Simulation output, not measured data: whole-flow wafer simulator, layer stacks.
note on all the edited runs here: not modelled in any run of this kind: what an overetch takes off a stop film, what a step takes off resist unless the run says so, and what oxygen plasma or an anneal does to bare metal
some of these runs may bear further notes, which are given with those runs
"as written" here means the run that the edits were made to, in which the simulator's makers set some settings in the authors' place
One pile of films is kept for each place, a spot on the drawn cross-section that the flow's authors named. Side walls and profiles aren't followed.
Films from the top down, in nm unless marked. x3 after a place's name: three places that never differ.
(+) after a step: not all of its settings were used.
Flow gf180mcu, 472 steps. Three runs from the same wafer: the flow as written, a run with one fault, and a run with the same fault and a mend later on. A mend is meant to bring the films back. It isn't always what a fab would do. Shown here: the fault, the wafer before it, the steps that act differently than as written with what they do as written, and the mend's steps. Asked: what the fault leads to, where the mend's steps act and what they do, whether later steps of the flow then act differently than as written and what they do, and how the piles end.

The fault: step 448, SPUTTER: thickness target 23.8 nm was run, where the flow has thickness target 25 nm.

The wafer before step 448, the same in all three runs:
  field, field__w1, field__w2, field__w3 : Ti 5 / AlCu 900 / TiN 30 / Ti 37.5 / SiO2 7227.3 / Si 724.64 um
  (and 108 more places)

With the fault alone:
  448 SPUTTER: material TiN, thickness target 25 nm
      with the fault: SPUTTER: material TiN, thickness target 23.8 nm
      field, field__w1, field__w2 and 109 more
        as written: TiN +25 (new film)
        with the fault: TiN +23.8 (new film)
  Later steps of the flow that act differently than as written (4 more steps differ only slightly, by at most 2% or 0.5 nm, whichever is larger, and aren't shown):
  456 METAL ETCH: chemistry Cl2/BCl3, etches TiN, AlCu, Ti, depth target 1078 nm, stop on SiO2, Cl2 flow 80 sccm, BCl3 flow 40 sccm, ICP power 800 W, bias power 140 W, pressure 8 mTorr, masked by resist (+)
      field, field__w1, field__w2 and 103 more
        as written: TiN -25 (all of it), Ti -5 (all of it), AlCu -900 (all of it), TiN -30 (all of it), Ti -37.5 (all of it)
        with the fault: TiN -23.8 (all of it), Ti -5 (all of it), AlCu -900 (all of it), TiN -30 (all of it), Ti -37.5 (all of it)
  At the end the piles differ from the flow's by more than 2% or 0.5 nm, whichever is larger, at field__w8, contact, m1, m1__w1, pad, m1_nw.
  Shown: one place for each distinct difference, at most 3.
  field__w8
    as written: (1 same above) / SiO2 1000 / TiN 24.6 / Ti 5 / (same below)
    with the fault: (1 same above) / SiO2 1000 / TiN 23.4 / Ti 5 / (same below)
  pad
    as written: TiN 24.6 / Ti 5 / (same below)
    with the fault: TiN 23.4 / Ti 5 / (same below)

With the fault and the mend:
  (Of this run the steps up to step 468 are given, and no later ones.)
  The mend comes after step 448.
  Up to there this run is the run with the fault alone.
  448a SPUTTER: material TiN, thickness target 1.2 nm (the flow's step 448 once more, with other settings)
      field, field__w1, field__w2 and 109 more
        TiN +1.2
  No later step of the flow up to step 468 acts differently than as written at any place that is followed.
  After step 468 the piles are the same as the flow's at every place that both follow.
